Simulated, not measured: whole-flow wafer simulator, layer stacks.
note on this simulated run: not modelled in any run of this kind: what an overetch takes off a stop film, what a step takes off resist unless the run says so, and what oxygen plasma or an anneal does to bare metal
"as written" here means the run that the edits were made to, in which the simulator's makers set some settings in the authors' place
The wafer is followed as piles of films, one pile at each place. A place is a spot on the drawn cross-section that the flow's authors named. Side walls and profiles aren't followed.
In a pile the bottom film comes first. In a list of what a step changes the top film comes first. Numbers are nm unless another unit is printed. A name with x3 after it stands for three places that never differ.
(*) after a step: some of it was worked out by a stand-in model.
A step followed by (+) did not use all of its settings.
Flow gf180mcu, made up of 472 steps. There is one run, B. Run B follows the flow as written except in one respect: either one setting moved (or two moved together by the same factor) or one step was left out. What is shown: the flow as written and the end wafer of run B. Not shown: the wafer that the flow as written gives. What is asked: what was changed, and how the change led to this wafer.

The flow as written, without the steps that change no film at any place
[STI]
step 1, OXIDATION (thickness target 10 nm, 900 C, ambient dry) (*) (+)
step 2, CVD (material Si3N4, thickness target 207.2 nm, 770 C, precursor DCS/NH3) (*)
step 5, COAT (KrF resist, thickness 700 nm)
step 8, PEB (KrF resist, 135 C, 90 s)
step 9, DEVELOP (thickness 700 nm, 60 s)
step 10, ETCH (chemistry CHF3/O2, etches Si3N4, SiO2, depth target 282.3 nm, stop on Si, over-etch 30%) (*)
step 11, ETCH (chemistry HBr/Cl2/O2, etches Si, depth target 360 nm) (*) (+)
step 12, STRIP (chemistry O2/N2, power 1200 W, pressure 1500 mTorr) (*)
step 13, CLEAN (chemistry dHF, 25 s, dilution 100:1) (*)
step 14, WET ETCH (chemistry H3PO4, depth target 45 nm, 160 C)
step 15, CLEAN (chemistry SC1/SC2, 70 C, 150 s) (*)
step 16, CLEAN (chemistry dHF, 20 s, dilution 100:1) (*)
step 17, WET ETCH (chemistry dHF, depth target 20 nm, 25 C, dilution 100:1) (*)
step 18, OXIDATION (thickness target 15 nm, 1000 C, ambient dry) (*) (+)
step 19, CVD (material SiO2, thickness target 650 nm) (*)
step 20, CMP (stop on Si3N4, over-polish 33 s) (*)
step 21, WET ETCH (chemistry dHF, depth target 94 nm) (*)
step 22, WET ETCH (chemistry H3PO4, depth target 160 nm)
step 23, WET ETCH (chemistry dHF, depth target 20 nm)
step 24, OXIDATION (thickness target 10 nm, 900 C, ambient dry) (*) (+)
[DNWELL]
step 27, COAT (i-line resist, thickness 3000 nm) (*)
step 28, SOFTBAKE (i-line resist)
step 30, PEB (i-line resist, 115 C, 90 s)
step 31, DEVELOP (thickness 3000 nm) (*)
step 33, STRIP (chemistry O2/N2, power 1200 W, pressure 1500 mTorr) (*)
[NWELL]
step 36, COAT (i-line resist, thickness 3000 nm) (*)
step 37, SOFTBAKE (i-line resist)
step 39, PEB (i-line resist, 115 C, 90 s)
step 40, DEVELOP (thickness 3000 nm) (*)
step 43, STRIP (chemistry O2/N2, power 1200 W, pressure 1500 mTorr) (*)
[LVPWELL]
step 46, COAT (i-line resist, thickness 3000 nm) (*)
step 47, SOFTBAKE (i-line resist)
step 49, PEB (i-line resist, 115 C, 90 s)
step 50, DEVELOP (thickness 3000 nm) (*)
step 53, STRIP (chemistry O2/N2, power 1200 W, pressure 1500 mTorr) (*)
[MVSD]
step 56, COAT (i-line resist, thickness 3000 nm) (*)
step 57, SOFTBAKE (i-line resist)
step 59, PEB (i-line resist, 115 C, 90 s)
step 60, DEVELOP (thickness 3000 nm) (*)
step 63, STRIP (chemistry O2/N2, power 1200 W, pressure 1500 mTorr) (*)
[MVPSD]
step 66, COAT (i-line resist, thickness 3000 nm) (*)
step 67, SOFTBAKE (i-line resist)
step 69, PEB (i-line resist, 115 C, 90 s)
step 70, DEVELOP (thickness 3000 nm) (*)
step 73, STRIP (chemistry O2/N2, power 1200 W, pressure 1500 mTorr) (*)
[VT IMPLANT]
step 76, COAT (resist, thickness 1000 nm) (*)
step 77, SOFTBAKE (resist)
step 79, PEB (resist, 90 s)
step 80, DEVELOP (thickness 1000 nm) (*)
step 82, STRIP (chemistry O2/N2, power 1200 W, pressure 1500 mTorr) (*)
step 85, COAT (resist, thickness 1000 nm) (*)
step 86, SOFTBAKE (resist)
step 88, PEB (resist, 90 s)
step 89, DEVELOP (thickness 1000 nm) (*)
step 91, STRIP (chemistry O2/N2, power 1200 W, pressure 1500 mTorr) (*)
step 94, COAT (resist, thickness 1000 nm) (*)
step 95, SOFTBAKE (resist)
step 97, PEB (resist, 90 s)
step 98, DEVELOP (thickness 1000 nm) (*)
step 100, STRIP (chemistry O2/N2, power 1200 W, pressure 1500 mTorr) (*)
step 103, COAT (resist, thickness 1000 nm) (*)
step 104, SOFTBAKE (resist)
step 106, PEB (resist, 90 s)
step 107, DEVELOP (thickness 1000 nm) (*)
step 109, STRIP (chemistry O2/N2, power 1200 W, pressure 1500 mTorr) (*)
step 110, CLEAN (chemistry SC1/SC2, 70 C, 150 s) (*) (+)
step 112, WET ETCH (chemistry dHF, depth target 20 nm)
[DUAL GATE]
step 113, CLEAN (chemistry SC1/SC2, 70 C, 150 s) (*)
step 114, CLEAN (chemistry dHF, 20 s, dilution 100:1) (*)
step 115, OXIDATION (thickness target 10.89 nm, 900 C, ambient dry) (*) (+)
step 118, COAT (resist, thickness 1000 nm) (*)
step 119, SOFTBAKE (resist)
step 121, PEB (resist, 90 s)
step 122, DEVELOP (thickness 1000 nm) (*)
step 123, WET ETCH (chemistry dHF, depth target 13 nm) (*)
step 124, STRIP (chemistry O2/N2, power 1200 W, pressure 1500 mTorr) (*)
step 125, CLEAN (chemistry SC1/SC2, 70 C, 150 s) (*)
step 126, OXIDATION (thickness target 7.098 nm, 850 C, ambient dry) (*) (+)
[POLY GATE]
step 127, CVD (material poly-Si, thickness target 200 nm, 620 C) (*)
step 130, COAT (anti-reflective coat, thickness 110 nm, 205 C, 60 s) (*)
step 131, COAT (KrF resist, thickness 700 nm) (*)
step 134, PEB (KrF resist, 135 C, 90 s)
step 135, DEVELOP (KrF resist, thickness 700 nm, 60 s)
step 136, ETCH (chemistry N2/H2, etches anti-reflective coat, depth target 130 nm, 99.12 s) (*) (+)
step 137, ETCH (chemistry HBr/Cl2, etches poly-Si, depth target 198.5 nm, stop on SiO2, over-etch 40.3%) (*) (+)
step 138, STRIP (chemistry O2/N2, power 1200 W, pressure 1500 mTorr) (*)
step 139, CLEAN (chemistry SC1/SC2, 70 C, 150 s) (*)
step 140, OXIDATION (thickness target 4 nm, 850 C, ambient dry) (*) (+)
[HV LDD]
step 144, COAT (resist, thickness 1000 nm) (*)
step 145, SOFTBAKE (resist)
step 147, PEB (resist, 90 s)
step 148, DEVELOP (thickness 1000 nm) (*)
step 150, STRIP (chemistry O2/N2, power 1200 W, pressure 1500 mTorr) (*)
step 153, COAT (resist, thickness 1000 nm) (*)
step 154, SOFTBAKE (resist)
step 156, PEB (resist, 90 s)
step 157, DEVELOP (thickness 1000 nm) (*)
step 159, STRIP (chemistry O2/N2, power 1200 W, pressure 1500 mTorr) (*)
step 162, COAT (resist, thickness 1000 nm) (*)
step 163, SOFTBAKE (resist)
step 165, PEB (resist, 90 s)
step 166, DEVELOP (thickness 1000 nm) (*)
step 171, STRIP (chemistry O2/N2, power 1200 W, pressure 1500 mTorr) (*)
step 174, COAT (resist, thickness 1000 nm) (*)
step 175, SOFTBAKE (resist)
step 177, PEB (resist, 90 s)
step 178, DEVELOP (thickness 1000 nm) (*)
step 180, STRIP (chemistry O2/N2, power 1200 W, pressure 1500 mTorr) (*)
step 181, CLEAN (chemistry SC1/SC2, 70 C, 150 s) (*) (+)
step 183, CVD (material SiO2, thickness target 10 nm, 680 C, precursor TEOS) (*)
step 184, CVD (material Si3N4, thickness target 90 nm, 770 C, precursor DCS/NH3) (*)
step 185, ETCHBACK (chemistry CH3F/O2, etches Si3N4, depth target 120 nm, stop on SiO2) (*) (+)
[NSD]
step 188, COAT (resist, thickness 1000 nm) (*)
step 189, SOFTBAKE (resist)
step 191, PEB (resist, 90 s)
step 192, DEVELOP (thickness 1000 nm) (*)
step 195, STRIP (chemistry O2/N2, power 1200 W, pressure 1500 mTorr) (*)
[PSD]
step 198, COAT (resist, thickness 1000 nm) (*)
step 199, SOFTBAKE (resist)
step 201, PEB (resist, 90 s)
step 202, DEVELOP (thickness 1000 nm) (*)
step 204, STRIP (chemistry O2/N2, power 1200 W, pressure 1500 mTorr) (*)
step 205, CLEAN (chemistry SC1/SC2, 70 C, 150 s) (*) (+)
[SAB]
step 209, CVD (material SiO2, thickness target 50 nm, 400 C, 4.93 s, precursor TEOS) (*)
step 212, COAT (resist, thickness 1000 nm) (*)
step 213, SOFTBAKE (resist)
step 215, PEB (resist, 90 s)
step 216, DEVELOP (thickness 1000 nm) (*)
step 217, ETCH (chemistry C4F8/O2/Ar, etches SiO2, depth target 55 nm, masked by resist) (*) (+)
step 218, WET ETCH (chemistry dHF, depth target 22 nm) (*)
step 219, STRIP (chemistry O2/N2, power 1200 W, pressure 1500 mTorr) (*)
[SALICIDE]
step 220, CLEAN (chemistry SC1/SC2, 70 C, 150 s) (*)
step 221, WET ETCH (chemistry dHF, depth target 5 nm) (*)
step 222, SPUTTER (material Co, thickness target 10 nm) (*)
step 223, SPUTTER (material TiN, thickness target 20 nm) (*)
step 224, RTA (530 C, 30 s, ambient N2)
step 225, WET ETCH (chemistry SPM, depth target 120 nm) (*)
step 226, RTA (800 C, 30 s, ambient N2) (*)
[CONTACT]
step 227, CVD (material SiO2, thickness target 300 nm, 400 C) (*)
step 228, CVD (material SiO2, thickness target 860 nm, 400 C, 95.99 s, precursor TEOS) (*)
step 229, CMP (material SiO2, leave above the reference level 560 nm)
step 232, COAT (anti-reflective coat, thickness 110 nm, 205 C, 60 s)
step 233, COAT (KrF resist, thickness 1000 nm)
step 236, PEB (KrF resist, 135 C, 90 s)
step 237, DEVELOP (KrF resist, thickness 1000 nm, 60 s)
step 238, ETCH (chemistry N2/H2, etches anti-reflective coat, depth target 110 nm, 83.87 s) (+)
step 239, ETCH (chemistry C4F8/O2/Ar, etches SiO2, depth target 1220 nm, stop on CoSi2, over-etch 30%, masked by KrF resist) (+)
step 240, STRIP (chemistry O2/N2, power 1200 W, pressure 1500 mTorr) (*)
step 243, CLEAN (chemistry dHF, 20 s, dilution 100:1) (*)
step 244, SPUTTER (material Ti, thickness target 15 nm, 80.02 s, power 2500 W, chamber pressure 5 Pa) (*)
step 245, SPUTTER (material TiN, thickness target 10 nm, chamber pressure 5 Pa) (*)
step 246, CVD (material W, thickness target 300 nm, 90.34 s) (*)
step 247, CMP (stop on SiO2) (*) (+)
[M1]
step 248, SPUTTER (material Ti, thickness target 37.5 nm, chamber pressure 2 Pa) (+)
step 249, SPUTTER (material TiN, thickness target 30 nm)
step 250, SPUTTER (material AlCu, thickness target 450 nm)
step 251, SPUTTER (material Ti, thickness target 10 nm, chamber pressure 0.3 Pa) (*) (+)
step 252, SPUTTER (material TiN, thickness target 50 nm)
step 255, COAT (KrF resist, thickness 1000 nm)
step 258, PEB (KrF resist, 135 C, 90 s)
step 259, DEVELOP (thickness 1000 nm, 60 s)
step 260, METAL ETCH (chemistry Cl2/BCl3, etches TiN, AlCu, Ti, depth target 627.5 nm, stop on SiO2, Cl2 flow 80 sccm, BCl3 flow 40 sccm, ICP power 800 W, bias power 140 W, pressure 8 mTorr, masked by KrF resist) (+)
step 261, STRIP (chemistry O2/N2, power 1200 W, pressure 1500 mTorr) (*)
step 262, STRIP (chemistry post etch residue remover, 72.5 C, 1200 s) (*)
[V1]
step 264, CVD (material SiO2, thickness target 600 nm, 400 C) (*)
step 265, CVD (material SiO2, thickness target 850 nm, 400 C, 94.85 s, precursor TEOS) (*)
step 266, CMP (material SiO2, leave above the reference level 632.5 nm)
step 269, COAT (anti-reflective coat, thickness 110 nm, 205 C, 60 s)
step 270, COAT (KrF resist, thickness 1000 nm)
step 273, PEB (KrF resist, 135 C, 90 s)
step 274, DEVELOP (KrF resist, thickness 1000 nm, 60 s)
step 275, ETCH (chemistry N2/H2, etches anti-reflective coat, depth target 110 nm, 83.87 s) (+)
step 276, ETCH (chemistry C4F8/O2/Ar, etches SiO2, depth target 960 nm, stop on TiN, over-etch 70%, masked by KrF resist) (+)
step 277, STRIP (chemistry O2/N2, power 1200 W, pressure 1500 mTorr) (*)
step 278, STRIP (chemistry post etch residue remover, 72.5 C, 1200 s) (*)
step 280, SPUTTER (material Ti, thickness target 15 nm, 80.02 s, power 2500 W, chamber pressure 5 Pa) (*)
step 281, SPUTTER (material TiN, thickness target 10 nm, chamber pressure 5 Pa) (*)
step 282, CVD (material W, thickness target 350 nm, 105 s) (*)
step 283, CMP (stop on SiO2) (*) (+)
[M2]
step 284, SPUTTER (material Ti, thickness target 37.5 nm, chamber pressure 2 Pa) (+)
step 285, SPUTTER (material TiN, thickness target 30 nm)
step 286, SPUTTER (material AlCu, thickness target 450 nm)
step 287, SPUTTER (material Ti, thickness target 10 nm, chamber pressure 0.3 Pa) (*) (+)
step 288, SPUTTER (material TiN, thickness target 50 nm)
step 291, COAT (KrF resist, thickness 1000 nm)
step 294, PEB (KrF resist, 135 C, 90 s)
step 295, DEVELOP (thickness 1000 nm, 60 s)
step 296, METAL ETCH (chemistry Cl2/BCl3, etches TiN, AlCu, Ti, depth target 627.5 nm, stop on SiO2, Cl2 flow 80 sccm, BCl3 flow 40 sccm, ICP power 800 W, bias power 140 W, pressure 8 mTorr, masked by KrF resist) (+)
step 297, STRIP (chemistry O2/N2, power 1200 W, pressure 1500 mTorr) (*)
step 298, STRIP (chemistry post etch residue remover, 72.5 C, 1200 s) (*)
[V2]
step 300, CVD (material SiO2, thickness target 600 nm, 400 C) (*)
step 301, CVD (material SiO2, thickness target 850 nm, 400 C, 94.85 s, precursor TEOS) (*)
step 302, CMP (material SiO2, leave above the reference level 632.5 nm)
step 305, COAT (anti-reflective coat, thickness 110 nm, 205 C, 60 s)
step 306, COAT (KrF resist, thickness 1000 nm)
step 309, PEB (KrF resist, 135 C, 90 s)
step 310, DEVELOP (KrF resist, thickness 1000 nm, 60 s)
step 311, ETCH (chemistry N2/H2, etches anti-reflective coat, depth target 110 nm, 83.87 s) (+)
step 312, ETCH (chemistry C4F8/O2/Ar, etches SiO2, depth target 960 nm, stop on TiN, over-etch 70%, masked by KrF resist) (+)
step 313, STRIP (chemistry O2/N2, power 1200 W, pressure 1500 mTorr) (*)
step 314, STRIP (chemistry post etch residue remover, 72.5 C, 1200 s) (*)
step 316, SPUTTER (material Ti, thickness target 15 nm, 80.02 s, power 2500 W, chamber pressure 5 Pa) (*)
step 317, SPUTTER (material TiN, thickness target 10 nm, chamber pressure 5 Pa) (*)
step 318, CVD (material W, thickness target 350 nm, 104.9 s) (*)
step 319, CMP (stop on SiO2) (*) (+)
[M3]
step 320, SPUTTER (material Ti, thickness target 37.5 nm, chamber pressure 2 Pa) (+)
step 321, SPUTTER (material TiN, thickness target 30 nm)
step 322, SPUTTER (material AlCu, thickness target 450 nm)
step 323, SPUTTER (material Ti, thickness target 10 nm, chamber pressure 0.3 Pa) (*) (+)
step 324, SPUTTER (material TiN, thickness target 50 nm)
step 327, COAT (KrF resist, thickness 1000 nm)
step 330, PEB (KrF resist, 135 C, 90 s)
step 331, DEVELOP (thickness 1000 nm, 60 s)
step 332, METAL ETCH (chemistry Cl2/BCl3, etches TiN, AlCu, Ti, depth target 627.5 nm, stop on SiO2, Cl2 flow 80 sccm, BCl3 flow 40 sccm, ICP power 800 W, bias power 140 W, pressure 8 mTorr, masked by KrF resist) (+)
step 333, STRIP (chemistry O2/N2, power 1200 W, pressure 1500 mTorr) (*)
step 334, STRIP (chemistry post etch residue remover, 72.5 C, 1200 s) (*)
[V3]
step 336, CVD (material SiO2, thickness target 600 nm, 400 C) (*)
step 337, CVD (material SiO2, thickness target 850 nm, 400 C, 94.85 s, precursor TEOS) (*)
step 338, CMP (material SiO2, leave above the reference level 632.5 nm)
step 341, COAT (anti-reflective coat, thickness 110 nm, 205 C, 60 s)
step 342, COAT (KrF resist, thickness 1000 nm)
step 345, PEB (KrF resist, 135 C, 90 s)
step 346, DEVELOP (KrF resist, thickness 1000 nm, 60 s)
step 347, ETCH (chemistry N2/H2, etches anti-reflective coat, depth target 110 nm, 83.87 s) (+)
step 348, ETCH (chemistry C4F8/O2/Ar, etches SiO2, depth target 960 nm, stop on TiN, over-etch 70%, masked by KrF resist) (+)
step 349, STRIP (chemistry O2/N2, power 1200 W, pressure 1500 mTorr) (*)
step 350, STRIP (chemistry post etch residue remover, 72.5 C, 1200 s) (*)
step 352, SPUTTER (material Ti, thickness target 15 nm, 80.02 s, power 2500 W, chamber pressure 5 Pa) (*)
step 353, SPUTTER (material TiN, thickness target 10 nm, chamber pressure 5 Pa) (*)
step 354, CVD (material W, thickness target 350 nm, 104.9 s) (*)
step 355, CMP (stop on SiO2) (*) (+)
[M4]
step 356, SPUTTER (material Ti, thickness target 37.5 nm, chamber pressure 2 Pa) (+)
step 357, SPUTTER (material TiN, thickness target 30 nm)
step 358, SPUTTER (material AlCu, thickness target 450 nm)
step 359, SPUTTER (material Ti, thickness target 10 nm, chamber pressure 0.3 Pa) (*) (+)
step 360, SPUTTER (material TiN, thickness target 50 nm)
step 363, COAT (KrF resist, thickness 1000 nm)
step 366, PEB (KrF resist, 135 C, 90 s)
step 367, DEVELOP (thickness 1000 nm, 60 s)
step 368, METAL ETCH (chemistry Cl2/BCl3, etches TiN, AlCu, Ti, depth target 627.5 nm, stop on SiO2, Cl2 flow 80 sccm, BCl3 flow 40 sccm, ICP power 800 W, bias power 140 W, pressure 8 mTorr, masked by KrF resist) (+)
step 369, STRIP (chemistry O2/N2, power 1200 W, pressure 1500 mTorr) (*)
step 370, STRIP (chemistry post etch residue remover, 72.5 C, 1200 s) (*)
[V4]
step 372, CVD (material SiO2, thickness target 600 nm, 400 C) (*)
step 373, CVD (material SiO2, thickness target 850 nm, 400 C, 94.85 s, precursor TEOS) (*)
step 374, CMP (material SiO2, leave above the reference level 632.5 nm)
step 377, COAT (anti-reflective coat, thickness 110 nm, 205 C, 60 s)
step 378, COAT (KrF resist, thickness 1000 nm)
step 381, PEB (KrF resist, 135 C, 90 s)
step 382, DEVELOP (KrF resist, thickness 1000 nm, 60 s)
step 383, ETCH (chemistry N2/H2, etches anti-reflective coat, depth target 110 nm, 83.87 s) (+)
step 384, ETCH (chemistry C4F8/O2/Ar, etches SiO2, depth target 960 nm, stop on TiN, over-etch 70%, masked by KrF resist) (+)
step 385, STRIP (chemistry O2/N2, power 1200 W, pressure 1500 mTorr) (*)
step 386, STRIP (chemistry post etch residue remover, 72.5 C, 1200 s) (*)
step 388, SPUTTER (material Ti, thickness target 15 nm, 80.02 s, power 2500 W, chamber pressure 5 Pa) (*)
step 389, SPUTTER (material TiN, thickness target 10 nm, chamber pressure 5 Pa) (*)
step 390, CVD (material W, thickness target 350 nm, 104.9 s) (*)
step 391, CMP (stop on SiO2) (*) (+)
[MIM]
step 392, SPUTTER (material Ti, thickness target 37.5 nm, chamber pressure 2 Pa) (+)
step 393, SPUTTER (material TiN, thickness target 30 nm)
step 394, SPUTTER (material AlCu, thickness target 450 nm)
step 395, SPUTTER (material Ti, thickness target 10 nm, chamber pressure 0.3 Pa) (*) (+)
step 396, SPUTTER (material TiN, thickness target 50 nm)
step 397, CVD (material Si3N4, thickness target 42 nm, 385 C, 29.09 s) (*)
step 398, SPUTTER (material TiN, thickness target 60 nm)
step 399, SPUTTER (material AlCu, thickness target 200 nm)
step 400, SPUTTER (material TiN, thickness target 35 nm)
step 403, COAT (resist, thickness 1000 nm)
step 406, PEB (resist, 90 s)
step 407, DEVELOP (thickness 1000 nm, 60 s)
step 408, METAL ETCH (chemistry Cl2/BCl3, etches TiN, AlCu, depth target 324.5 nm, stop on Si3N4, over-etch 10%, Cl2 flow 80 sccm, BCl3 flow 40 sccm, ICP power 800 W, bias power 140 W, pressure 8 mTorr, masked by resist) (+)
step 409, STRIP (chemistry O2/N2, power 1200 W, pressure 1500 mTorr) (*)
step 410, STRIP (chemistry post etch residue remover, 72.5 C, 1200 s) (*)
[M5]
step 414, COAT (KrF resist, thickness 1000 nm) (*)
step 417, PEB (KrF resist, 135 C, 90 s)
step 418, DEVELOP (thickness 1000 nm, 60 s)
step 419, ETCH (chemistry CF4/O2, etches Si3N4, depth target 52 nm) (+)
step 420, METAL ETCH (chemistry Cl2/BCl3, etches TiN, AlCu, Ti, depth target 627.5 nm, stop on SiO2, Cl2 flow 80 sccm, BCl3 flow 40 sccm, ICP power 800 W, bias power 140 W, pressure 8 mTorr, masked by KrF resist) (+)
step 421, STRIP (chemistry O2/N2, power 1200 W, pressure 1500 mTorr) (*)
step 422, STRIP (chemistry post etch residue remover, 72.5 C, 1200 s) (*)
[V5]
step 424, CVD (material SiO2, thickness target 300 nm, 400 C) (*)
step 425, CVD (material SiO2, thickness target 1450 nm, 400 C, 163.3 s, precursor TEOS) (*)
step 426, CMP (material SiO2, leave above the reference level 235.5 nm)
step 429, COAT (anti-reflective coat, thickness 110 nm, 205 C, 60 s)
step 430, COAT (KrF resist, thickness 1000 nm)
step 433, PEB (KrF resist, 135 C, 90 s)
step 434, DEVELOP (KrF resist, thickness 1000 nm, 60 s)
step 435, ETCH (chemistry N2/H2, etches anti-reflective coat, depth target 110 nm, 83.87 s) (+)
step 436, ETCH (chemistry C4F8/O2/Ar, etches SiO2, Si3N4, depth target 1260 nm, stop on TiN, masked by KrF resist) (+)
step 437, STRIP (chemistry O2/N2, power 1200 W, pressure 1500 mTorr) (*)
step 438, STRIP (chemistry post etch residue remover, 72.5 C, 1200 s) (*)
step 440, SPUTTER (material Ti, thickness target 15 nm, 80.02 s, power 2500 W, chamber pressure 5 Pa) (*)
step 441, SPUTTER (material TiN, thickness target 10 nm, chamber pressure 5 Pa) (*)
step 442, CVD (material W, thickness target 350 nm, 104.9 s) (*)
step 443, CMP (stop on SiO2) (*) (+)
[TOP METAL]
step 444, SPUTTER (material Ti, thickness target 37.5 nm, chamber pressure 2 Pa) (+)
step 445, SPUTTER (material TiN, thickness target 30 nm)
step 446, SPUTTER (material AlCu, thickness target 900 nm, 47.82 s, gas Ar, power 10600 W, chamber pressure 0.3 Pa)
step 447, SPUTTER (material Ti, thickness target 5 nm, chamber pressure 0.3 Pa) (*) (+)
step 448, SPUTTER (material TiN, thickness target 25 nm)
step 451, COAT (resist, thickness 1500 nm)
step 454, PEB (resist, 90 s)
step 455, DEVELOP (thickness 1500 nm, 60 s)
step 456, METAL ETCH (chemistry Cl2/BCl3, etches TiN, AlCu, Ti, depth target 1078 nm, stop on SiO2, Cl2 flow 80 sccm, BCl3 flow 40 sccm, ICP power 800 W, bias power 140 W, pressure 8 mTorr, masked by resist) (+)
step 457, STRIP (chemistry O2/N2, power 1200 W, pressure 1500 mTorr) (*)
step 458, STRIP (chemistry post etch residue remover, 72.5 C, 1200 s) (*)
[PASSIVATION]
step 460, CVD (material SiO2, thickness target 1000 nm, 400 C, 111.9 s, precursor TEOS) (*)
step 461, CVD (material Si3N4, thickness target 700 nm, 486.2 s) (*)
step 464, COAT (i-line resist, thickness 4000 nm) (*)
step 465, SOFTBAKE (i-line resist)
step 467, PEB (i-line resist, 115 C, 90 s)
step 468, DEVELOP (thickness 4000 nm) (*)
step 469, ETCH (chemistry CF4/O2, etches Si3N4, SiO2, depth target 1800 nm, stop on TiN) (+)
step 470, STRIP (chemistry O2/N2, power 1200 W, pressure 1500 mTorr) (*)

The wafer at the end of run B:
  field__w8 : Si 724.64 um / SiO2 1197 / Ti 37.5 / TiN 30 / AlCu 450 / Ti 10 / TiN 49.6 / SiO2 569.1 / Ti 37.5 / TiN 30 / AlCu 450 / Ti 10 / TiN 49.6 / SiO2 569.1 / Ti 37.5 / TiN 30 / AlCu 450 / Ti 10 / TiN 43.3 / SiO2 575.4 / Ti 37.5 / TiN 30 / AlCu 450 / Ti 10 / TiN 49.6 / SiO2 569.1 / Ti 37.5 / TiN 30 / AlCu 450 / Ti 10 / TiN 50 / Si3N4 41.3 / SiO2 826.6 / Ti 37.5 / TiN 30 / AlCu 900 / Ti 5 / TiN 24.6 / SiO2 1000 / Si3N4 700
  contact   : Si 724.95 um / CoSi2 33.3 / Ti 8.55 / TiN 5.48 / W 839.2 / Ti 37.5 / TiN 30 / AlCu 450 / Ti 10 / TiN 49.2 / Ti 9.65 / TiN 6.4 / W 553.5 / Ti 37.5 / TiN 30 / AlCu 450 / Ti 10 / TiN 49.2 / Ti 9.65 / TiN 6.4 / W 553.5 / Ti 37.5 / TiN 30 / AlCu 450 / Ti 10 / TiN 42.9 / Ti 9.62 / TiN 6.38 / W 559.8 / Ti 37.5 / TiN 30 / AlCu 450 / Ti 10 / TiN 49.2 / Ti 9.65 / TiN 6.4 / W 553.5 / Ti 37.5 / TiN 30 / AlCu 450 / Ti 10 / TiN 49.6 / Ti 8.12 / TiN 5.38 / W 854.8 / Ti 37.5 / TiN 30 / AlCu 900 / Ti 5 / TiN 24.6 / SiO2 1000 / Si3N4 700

The reason: step 324, SPUTTER: thickness target 43.75 nm was run, though the flow has thickness target 50 nm.

Step by step, how the change led to this:
  step 324, SPUTTER (material TiN, thickness target 50 nm)
      field, field__w1, field__w2 and 108 more: TiN gains 43.8 (new film) (it would be, as written: TiN gains 50 (new film))
  step 332, METAL ETCH (chemistry Cl2/BCl3, etches TiN, AlCu, Ti, depth target 627.5 nm, stop on SiO2, Cl2 flow 80 sccm, BCl3 flow 40 sccm, ICP power 800 W, bias power 140 W, pressure 8 mTorr, masked by KrF resist) (+)
      field, field__w1, field__w2 and 103 more: TiN loses 43.8 (all of it), Ti loses 10 (all of it), AlCu loses 450 (all of it), TiN loses 30 (all of it), Ti loses 37.5 (all of it) (it would be, as written: TiN loses 50 (all of it), Ti loses 10 (all of it), AlCu loses 450 (all of it), TiN loses 30 (all of it), Ti loses 37.5 (all of it))
